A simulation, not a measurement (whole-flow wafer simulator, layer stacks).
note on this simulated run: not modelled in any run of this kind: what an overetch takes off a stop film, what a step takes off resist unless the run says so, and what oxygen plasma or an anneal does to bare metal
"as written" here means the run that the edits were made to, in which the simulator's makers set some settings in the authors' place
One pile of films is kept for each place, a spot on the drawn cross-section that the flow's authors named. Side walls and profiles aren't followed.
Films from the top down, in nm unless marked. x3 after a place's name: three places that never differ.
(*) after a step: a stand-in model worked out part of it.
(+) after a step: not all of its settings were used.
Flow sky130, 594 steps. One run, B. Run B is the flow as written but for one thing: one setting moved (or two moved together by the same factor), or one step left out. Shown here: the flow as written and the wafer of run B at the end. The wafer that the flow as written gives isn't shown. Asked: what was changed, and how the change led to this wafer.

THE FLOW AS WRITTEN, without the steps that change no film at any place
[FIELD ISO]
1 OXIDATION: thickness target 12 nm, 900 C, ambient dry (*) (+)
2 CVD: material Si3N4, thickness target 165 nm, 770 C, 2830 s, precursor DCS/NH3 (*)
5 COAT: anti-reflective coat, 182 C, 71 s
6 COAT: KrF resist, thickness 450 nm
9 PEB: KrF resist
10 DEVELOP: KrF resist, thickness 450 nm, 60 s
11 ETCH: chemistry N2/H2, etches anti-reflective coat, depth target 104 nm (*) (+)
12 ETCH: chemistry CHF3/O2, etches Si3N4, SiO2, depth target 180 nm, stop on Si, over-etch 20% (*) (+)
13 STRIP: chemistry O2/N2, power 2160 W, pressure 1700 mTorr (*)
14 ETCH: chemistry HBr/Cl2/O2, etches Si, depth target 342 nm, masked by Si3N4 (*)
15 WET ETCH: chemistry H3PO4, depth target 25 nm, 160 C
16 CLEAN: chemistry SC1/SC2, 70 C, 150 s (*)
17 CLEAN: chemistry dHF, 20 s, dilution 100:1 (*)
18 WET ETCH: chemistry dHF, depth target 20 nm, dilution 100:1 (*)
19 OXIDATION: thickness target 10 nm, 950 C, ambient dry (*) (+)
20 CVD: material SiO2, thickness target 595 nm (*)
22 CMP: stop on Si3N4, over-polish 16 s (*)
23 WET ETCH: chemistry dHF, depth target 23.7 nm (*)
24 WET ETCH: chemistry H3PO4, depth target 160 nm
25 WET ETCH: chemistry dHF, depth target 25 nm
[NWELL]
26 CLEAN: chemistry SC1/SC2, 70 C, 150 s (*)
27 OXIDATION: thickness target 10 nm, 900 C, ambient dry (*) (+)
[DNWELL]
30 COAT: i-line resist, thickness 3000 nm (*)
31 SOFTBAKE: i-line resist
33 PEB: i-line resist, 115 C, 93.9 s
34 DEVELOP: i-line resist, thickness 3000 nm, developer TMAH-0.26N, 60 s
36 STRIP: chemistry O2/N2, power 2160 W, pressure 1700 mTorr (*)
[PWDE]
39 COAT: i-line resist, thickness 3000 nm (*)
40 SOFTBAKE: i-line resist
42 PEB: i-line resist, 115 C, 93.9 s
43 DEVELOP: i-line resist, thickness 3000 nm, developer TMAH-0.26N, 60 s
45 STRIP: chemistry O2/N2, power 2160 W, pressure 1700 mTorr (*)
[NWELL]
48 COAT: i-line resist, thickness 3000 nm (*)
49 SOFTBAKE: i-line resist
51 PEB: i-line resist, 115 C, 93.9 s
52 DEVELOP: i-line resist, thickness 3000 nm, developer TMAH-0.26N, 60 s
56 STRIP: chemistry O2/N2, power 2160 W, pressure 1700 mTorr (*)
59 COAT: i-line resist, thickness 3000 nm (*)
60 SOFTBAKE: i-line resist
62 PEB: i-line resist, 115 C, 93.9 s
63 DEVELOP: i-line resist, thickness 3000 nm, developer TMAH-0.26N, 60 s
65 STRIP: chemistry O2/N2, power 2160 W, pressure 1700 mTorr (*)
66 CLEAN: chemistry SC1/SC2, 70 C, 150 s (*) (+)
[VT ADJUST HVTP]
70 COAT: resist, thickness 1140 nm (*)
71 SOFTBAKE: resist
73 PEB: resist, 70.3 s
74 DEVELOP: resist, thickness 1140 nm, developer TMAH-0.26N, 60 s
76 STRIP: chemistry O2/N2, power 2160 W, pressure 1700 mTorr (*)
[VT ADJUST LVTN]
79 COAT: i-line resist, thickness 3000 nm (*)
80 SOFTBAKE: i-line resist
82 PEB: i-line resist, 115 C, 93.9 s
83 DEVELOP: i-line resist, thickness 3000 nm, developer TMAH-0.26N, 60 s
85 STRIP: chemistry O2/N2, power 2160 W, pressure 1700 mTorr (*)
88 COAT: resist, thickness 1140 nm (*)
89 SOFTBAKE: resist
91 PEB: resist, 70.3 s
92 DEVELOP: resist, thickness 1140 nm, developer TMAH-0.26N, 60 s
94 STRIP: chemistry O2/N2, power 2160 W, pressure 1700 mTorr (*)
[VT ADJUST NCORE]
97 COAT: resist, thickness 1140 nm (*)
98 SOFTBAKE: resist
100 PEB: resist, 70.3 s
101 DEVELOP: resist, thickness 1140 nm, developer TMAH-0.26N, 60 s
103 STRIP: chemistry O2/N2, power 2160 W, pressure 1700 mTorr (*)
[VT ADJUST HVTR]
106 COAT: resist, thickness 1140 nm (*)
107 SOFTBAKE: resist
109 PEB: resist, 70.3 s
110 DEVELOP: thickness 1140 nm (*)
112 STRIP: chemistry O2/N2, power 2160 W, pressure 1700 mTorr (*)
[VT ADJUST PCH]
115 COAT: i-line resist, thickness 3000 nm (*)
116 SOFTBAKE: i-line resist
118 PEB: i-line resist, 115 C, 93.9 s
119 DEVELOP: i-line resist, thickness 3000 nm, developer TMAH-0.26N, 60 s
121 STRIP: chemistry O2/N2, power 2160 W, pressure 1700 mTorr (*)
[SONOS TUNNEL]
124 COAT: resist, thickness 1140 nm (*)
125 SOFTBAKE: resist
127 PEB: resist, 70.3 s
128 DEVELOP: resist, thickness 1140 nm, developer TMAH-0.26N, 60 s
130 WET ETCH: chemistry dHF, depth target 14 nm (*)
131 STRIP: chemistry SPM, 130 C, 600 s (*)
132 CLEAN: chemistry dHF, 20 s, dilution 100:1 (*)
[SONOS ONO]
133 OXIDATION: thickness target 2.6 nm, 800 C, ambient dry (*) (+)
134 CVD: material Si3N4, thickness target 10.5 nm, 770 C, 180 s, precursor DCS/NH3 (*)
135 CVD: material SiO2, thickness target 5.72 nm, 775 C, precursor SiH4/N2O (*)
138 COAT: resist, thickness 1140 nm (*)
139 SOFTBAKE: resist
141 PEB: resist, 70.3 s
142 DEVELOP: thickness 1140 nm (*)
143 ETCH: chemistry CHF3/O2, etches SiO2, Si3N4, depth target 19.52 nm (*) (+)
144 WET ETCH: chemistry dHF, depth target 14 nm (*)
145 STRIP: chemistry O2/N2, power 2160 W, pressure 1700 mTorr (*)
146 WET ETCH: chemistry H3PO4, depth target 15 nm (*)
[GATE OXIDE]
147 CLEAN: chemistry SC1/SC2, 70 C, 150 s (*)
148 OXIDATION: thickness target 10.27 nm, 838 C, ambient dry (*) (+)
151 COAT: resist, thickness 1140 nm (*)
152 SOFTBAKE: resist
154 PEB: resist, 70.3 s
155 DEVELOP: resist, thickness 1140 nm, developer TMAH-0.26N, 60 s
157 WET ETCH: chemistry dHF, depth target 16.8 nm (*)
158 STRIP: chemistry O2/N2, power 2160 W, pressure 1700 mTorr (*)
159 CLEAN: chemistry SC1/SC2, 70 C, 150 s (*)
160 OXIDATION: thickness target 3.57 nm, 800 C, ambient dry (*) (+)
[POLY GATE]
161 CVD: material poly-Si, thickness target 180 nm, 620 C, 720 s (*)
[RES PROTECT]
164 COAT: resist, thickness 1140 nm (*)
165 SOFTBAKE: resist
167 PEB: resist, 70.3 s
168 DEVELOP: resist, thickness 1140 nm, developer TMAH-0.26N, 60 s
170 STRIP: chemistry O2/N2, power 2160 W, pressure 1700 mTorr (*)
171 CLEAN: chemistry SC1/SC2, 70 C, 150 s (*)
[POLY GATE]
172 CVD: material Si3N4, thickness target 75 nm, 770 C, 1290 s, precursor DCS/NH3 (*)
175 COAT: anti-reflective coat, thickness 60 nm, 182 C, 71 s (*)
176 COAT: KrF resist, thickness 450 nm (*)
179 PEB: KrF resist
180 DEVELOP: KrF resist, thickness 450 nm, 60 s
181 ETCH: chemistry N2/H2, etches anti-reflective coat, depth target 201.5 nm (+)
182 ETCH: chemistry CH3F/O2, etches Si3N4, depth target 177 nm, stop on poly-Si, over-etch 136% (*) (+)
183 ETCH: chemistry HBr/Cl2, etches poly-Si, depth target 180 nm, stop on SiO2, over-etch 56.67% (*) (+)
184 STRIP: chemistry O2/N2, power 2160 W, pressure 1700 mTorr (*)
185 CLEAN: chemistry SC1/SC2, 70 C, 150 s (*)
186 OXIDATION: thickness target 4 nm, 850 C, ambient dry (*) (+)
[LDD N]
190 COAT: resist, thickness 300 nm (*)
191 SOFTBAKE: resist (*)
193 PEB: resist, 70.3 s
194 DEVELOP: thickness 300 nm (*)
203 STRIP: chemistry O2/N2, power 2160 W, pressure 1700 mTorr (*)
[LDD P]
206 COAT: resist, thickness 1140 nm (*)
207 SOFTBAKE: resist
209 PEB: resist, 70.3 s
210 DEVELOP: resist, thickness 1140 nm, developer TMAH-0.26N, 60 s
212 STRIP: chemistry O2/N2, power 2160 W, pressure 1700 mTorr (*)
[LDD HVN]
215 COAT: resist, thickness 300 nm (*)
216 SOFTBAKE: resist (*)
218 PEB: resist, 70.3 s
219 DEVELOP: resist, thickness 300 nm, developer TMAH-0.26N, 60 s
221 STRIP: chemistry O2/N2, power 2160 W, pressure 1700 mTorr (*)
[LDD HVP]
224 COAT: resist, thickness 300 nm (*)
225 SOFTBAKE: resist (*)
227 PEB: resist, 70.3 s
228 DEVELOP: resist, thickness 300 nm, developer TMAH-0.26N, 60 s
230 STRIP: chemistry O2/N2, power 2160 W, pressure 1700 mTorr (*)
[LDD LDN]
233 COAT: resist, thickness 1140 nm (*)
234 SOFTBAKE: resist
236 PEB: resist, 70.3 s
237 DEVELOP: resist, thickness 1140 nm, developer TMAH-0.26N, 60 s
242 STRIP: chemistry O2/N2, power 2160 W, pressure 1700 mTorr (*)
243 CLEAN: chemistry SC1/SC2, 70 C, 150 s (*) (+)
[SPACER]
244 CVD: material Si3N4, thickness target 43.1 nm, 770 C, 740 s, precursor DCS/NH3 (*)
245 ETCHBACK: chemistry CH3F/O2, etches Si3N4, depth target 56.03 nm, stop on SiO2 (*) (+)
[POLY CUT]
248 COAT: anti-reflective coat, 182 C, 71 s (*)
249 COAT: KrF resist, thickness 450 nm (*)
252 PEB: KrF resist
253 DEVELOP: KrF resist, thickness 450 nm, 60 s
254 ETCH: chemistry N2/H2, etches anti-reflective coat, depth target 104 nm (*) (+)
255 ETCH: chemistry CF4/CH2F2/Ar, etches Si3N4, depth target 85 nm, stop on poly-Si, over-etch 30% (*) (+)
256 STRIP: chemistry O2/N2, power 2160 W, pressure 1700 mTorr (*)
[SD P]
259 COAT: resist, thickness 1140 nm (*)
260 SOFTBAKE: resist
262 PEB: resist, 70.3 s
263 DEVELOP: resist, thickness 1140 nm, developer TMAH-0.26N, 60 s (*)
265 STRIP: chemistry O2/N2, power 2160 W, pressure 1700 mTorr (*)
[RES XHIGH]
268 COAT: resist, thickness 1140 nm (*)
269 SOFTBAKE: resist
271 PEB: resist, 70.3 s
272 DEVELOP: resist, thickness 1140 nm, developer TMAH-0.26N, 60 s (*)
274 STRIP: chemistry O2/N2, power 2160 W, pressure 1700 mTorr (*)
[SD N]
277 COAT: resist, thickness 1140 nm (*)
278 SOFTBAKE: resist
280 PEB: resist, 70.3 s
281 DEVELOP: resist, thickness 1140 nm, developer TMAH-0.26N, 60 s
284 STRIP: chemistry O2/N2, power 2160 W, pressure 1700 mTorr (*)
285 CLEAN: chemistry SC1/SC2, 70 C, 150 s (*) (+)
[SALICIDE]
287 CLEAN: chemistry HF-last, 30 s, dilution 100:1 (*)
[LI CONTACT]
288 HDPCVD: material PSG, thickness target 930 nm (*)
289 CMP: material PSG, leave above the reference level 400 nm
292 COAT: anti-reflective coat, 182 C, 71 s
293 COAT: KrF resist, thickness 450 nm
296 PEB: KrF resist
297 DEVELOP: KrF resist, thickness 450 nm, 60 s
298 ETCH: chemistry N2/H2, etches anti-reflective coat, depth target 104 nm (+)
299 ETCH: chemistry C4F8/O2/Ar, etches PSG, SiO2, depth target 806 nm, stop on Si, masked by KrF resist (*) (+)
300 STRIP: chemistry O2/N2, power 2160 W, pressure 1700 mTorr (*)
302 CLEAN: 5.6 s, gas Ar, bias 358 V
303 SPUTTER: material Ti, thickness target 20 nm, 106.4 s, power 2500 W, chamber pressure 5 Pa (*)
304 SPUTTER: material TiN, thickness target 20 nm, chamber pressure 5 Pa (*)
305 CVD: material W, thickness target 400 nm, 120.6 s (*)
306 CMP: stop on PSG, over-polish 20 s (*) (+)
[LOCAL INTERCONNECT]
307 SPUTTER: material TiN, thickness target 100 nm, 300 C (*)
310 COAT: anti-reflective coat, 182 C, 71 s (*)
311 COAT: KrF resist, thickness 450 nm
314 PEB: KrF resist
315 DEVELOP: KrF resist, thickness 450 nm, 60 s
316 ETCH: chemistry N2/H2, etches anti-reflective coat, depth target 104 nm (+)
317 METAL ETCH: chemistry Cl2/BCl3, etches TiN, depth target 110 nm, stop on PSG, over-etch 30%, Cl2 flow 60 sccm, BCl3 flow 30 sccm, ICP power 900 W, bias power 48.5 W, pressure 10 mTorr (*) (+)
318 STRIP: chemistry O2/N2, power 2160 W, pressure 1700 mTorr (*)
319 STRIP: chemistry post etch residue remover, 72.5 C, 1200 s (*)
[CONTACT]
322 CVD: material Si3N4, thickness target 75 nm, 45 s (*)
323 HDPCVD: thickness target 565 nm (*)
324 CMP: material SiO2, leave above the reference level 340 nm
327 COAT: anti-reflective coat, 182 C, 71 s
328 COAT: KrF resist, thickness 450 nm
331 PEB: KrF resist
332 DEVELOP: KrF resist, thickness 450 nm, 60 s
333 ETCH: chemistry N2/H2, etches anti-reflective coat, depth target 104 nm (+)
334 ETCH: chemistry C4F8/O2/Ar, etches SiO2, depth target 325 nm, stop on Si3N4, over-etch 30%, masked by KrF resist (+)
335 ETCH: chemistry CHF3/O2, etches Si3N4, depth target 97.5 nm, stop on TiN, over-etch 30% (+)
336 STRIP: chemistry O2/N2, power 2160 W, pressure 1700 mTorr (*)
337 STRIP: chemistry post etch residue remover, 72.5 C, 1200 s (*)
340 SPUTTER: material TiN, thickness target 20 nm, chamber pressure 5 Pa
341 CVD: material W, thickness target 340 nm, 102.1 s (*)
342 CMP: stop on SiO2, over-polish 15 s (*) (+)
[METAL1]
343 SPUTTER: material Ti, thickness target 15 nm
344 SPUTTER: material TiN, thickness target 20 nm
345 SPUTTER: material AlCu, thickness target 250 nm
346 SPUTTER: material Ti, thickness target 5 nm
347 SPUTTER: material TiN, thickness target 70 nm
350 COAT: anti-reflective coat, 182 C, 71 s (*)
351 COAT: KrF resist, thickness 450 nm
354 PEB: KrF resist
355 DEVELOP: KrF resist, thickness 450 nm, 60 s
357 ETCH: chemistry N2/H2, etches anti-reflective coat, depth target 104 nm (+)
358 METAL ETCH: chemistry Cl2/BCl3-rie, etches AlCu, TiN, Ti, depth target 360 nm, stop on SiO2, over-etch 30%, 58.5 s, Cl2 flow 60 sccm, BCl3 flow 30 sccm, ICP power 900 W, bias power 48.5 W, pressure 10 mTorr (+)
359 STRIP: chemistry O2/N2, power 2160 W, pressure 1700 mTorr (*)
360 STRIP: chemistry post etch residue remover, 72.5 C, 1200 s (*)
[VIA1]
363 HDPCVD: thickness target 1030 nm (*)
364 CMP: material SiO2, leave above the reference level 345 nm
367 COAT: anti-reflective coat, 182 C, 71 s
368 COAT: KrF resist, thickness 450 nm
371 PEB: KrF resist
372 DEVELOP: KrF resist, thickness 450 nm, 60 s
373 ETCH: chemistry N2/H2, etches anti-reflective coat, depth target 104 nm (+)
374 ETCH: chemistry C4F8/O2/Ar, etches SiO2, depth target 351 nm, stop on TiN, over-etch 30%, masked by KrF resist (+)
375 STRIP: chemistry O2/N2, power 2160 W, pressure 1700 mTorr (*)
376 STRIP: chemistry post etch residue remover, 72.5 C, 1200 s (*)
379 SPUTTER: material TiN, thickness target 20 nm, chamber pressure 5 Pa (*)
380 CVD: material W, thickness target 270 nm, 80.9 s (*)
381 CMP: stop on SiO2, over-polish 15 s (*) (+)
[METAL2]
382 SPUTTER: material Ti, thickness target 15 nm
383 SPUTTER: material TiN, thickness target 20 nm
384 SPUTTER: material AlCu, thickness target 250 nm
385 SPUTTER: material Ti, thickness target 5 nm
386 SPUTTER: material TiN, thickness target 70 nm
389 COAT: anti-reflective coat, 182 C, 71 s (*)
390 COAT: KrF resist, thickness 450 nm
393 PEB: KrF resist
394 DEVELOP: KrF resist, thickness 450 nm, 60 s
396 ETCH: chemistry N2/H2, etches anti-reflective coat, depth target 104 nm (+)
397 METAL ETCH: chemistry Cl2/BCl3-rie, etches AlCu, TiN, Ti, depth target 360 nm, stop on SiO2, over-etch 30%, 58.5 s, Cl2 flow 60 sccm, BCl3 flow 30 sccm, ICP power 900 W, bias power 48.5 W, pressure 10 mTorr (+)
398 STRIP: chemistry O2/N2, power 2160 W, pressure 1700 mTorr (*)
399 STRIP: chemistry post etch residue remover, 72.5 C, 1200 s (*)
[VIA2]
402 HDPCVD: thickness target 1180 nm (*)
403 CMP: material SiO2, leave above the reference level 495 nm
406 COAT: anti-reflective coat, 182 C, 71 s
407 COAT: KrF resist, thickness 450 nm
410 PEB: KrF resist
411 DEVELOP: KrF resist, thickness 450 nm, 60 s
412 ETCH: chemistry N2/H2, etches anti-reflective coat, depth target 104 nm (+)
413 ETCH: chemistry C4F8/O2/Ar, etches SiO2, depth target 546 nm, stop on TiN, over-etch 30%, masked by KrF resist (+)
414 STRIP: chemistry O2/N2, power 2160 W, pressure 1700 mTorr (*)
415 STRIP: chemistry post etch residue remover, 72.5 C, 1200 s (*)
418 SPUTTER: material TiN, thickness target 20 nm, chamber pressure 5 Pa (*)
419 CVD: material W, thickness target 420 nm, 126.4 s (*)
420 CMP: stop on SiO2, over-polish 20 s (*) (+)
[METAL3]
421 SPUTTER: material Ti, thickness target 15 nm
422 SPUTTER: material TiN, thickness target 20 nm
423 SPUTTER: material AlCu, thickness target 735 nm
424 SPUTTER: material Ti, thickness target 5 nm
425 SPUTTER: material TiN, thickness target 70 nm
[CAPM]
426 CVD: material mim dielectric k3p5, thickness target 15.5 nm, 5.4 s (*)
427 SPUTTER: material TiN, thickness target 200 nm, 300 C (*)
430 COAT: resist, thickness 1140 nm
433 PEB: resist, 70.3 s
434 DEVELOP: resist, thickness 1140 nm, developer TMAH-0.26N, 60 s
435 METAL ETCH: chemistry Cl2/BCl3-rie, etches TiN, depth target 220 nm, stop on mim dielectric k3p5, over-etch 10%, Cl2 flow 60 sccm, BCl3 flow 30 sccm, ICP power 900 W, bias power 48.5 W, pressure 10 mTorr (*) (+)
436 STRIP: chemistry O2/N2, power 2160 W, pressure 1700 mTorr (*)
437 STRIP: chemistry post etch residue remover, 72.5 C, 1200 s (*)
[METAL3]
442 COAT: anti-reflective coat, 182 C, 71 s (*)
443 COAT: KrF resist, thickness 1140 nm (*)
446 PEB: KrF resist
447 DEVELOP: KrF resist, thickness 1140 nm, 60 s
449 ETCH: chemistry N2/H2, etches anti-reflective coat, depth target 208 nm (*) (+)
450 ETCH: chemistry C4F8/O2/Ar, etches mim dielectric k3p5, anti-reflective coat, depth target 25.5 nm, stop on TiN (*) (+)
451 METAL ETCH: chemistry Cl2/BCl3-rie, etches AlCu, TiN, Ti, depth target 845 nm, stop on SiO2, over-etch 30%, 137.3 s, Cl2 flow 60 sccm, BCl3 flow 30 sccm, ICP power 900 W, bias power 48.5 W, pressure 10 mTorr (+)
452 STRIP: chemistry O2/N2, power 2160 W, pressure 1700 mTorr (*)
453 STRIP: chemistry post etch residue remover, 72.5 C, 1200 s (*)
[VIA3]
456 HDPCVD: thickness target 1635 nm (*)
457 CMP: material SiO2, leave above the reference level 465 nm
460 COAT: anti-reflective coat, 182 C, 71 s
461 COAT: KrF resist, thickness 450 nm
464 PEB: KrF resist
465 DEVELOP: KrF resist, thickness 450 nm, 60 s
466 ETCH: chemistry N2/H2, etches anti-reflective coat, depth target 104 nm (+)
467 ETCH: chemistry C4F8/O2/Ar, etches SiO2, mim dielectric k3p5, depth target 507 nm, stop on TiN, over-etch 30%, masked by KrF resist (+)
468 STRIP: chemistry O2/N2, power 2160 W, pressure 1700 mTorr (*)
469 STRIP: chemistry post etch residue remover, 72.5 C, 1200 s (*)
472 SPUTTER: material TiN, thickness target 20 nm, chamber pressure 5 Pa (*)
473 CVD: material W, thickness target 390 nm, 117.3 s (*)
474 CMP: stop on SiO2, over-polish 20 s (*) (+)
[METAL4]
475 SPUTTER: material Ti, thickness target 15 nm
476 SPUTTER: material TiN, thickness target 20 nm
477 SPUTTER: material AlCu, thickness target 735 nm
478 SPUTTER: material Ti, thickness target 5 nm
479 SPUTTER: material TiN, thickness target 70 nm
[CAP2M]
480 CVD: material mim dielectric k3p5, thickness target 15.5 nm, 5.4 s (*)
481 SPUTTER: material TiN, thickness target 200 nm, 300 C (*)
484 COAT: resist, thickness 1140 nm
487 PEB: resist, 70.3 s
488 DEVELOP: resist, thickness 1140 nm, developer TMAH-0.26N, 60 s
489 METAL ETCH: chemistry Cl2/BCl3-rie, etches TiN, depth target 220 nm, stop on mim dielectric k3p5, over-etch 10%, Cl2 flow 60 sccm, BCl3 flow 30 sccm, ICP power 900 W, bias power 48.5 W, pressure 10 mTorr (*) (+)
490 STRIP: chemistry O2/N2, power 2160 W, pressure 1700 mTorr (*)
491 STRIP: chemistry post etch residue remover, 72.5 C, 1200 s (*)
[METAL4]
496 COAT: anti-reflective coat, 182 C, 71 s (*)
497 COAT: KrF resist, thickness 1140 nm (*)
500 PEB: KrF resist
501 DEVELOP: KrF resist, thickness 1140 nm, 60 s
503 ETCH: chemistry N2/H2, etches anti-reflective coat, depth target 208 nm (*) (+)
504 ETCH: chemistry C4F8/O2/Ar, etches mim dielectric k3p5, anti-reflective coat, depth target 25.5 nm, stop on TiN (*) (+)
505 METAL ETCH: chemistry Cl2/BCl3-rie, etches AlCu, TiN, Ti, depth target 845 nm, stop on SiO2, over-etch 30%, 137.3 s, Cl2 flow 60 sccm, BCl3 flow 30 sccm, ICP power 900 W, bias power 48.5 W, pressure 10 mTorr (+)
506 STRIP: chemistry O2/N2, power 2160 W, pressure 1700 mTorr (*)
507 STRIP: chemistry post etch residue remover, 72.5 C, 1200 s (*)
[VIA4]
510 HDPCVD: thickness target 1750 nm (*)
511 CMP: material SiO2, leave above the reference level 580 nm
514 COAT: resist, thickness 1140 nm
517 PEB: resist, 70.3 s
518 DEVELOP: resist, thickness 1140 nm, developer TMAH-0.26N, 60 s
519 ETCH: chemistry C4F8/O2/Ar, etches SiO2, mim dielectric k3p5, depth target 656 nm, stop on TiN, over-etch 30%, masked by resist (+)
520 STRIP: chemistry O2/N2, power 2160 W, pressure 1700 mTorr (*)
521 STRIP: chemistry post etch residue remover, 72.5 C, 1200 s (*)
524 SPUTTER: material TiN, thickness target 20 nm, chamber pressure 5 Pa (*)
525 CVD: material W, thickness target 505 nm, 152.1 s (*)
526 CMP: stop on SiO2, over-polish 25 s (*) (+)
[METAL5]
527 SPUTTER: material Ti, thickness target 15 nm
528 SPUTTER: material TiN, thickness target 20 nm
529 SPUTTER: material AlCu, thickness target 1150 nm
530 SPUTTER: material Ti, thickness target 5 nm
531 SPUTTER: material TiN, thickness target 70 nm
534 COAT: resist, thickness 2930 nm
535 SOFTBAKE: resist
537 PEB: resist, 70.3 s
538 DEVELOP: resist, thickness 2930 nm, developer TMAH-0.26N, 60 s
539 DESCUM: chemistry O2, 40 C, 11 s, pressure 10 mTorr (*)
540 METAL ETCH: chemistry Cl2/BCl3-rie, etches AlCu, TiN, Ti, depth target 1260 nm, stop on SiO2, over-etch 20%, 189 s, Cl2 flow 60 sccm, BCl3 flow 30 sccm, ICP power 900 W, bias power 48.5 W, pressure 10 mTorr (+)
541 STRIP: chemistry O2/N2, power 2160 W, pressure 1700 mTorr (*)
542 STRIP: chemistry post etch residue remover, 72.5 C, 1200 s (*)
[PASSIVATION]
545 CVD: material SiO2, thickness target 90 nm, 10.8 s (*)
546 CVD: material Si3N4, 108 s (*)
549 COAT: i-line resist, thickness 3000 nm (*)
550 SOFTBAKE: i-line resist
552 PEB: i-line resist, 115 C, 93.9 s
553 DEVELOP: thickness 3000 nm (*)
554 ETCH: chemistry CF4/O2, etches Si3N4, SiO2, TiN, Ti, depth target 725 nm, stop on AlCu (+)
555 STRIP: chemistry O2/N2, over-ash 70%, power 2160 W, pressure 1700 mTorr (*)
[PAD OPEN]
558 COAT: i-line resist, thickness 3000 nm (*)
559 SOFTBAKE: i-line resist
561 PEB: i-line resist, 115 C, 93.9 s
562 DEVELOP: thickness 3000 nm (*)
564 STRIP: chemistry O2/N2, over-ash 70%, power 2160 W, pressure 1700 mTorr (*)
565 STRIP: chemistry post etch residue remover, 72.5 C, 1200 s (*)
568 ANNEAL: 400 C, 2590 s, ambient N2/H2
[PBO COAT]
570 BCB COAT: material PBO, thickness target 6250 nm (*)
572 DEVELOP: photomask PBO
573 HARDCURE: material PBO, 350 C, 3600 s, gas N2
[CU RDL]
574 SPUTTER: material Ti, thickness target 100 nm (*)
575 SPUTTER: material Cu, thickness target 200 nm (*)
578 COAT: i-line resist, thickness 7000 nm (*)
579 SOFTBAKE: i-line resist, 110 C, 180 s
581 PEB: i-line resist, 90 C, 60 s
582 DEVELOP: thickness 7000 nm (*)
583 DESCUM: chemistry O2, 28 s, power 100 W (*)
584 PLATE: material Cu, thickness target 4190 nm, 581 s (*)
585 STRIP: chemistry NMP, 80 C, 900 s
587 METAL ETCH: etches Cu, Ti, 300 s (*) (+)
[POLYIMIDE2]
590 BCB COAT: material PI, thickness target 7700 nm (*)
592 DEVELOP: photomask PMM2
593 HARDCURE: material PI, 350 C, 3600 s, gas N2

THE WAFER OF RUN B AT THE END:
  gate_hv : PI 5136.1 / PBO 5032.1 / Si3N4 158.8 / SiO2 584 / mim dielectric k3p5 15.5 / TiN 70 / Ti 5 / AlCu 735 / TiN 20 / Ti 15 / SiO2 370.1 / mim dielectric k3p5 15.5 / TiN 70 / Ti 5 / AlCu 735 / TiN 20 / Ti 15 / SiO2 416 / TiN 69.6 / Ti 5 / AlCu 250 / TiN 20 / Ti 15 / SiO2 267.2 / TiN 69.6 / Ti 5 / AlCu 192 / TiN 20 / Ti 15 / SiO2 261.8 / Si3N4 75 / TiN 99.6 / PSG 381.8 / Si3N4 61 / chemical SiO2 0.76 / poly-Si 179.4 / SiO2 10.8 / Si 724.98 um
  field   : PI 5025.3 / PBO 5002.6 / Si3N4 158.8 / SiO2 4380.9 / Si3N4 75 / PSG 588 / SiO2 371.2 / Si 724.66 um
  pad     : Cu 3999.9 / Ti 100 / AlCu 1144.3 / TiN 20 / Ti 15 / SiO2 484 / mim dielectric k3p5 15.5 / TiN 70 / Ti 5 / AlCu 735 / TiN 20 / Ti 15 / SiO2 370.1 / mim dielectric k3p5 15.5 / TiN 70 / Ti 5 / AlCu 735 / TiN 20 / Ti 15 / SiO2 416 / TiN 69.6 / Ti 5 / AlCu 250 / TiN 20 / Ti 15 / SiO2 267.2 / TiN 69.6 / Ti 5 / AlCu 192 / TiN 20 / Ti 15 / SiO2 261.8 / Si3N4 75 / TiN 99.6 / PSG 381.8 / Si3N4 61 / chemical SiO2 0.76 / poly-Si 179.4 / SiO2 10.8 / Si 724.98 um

The cause: step 345, SPUTTER: thickness target 192 nm was run, where the flow has thickness target 250 nm.
It can be read off the wafer: gate_hv has AlCu 192, and step 345 as written asks for 250 nm.

How the change led to this, step by step:
  345 SPUTTER: material AlCu, thickness target 250 nm
      field, active, n_well and 188 more: AlCu +192 (new film) (as written it would be: AlCu +250 (new film))
  358 METAL ETCH: chemistry Cl2/BCl3-rie, etches AlCu, TiN, Ti, depth target 360 nm, stop on SiO2, over-etch 30%, 58.5 s, Cl2 flow 60 sccm, BCl3 flow 30 sccm, ICP power 900 W, bias power 48.5 W, pressure 10 mTorr (+)
      field, active, gate and 81 more: TiN -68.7 (all of it), Ti -5 (all of it), AlCu -192 (all of it), TiN -20 (all of it), Ti -15 (all of it), SiO2 -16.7 (as written it would be: TiN -68.7 (all of it), Ti -5 (all of it), AlCu -250 (all of it), TiN -20 (all of it), Ti -15 (all of it), SiO2 -10.9)
  364 CMP: material SiO2, leave above the reference level 345 nm
      field, active, gate and 81 more: SiO2 -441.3 (as written it would be: SiO2 -389.1)
